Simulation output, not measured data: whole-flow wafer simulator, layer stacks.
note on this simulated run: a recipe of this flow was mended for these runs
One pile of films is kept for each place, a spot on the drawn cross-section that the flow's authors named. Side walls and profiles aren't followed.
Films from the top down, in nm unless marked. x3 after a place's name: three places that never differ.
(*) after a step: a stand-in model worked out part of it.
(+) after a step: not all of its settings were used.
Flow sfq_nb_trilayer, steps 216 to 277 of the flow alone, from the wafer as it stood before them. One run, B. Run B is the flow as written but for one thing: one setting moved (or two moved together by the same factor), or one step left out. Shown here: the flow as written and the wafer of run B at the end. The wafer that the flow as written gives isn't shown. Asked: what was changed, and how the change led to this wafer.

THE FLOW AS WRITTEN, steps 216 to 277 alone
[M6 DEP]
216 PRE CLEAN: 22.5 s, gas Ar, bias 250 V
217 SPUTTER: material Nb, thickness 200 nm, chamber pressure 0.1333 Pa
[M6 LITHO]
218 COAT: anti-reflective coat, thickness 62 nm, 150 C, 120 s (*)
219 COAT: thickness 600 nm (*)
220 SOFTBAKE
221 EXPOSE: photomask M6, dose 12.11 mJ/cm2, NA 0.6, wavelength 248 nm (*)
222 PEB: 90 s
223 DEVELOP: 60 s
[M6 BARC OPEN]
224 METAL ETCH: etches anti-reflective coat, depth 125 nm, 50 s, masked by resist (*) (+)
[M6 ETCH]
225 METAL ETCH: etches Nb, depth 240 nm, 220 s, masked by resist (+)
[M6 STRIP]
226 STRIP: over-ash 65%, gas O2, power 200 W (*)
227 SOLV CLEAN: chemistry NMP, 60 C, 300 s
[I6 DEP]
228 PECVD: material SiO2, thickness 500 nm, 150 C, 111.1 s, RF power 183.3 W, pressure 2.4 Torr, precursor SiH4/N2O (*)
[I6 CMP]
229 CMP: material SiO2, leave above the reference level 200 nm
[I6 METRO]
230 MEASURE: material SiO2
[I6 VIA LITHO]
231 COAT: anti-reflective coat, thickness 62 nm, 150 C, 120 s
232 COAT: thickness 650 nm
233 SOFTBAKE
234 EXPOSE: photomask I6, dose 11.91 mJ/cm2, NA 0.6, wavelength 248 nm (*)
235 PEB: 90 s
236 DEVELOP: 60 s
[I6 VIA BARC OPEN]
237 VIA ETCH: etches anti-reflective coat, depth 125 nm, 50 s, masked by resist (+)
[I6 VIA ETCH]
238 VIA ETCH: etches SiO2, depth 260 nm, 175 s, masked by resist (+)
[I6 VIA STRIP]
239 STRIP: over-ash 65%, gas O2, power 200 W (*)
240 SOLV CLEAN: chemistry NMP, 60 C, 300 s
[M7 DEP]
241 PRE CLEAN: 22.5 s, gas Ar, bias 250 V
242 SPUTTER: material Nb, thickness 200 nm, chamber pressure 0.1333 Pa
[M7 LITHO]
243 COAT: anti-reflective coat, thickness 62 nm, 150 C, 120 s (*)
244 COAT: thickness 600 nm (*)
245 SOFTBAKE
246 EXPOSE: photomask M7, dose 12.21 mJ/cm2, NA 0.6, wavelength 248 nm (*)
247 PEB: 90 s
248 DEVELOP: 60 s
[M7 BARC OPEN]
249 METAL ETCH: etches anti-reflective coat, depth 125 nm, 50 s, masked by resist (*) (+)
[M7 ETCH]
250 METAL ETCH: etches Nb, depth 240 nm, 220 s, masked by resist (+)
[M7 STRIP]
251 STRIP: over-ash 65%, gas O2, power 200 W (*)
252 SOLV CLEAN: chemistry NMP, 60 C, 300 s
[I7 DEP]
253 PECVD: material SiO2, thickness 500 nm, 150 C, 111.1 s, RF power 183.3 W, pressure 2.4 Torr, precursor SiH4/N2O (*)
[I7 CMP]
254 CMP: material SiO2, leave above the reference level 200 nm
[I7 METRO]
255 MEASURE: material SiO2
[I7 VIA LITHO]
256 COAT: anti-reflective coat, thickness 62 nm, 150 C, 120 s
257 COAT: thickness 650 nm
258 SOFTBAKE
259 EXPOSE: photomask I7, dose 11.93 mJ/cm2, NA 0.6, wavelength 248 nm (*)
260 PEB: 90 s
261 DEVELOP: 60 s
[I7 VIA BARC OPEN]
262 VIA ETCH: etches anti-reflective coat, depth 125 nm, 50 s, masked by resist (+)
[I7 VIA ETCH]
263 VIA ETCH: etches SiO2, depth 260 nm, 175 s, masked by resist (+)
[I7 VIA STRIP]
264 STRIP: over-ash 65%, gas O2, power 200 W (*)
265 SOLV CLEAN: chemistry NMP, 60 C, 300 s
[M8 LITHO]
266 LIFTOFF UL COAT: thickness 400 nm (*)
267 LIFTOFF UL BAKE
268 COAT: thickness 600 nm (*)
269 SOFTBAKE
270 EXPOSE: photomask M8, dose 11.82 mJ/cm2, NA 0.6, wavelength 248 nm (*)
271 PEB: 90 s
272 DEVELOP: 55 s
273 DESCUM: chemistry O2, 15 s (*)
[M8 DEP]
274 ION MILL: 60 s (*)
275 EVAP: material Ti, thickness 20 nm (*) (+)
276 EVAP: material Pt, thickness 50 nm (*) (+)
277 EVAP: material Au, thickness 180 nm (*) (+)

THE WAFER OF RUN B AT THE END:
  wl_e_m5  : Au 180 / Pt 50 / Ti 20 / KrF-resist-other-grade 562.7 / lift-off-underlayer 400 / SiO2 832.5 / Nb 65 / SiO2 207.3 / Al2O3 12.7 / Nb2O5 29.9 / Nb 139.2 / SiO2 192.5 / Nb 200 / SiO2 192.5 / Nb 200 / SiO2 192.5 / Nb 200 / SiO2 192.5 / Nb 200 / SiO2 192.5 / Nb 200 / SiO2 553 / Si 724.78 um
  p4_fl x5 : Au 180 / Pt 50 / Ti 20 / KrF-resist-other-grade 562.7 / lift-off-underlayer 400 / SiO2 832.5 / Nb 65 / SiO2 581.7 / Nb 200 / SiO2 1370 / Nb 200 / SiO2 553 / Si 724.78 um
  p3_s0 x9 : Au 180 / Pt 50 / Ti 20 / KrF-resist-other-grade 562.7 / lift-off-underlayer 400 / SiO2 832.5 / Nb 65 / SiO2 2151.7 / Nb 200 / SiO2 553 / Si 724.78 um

The cause: step 217, SPUTTER: thickness 305 nm was run, where the flow has thickness 200 nm.

How the change led to this, step by step:
  217 SPUTTER: material Nb, thickness 200 nm, chamber pressure 0.1333 Pa
      field_l, v_sur, via_wl and 100 more: Nb +305 (new film) (as written it would be: Nb +200 (new film))
      be: Nb +220.4 (as written it would be: Nb +145.8)
      (and at 2 more places)
  218 COAT: anti-reflective coat, thickness 62 nm, 150 C, 120 s (*)
      wire: anti-reflective coat +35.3 (new film) (as written it would be: anti-reflective coat +33.4 (new film))
      be: anti-reflective coat +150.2 (new film) (as written it would be: anti-reflective coat +139.6 (new film))
      (and at 2 more places)
  219 COAT: thickness 600 nm (*)
      be: KrF-resist-other-grade +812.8 (new film) (as written it would be: KrF-resist-other-grade +795.2 (new film))
  225 METAL ETCH: etches Nb, depth 240 nm, 220 s, masked by resist (+)
      field_l, gap, moat and 76 more: Nb -240 (as written it would be: Nb -200 (all of it), SiO2 -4)
  226 STRIP: over-ash 65%, gas O2, power 200 W (*)
      wire: KrF-resist-other-grade -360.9 (all of it), anti-reflective coat -35.3 (all of it) (as written it would be: KrF-resist-other-grade -363.9 (all of it), anti-reflective coat -33.4 (all of it))
      be: KrF-resist-other-grade -576.8 (all of it), anti-reflective coat -150.2 (all of it) (as written it would be: KrF-resist-other-grade -559.4 (all of it), anti-reflective coat -139.6 (all of it))
      (and at 2 more places)
  228 PECVD: material SiO2, thickness 500 nm, 150 C, 111.1 s, RF power 183.3 W, pressure 2.4 Torr, precursor SiH4/N2O (*)
      field_l, p4_fl x5, p4_w1 x9 and 50 more: SiO2 +500 (new film) (as written it would be: SiO2 +500)
      moat, field_r, lsp_l, ln_m5, lsp_m: SiO2 +492.3 (new film) (as written it would be: SiO2 +493.5)
      (and at 10 more places)
  229 CMP: material SiO2, leave above the reference level 200 nm
      field_l, p4_fl x5, p4_w1 x9 and 47 more: SiO2 -60 (as written it would be: SiO2 -96)
      moat, field_r, lsp_l, ln_m5, lsp_m: SiO2 -52.3 (as written it would be: SiO2 -89.5)
      (and at 9 more places)
Counting metal films that touch as one body, wl_e_m5 has 8 bodies (between them, from the top down: KrF-resist-other-grade 562.7 / lift-off-underlayer 400 / SiO2 832.5; SiO2 207.3 / Al2O3 12.7 / Nb2O5 29.9; SiO2 192.5; SiO2 192.5; SiO2 192.5; SiO2 192.5; SiO2 192.5); the flow as written gives 7 bodies (between them, from the top down: KrF-resist-other-grade 562.7 / lift-off-underlayer 400 / SiO2 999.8 / Al2O3 12.7 / Nb2O5 29.9; SiO2 192.5; SiO2 192.5; SiO2 192.5; SiO2 192.5; SiO2 192.5).
Counting metal films that touch as one body, p4_fl x5 has 4 bodies (between them, from the top down: KrF-resist-other-grade 562.7 / lift-off-underlayer 400 / SiO2 832.5; SiO2 581.7; SiO2 1370); the flow as written gives 3 bodies (between them, from the top down: KrF-resist-other-grade 562.7 / lift-off-underlayer 400 / SiO2 1374.2; SiO2 1370).
Counting metal films that touch as one body, p3_s0 x9 has 3 bodies (between them, from the top down: KrF-resist-other-grade 562.7 / lift-off-underlayer 400 / SiO2 832.5; SiO2 2151.7); the flow as written gives 2 bodies (between them, from the top down: KrF-resist-other-grade 562.7 / lift-off-underlayer 400 / SiO2 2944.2).
